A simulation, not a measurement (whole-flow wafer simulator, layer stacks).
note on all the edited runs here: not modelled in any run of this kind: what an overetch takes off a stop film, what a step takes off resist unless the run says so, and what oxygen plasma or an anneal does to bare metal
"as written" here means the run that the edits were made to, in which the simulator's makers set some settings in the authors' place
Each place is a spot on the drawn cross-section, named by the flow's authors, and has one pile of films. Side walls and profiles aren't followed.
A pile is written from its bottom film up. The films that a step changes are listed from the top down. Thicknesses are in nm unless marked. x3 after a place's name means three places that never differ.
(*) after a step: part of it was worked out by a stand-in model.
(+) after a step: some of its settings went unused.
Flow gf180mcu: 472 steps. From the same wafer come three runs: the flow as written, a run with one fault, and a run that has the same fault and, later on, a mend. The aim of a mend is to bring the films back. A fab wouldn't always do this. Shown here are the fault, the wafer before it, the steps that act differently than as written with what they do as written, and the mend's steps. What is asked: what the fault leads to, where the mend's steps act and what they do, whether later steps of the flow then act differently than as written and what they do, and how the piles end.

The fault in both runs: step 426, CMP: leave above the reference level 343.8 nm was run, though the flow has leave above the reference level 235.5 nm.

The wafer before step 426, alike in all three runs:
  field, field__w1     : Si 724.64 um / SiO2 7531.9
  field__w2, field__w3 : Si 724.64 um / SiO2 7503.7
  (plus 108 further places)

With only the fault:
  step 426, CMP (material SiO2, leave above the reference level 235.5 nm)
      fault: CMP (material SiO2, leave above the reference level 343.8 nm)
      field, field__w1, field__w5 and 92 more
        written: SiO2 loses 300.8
        fault: SiO2 loses 192.5
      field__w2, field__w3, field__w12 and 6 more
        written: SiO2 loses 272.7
        fault: SiO2 loses 164.4
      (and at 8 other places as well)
  Later steps of the flow acting differently than as written (2 more steps, not shown, differ only slightly: by at most 2% or 0.5 nm, whichever is larger):
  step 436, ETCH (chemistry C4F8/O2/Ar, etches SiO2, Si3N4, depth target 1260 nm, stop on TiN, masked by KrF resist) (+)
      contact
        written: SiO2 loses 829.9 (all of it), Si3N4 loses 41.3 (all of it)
        fault: SiO2 loses 938.2 (all of it), Si3N4 loses 41.3 (all of it)
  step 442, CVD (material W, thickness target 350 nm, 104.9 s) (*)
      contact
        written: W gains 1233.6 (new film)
        fault: W gains 1342.7 (new film)
  The piles end different from the flow's at field__w4, field__w8, contact, m1, m1__w1, mim, mim_1p0, m1_nw by more than 2% or 0.5 nm, whichever is larger.
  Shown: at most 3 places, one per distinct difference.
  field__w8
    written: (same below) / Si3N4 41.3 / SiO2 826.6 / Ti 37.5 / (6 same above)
    fault: (same below) / Si3N4 41.3 / SiO2 934.9 / Ti 37.5 / (6 same above)
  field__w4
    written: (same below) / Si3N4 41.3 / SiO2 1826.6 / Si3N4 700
    fault: (same below) / Si3N4 41.3 / SiO2 1934.9 / Si3N4 700
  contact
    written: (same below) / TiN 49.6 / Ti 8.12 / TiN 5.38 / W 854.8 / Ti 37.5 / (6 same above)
    fault: (same below) / TiN 49.6 / Ti 7.63 / TiN 5.06 / W 963.9 / Ti 37.5 / (6 same above)

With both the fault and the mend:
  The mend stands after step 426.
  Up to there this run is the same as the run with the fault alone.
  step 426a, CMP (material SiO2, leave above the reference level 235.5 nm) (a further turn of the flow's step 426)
      field, field__w1, field__w2 and 109 more
        SiO2 loses 108.3
  None of the later steps of the flow acts differently than as written at any place that is followed.
  The piles end the same as the flow's at every place that both follow.
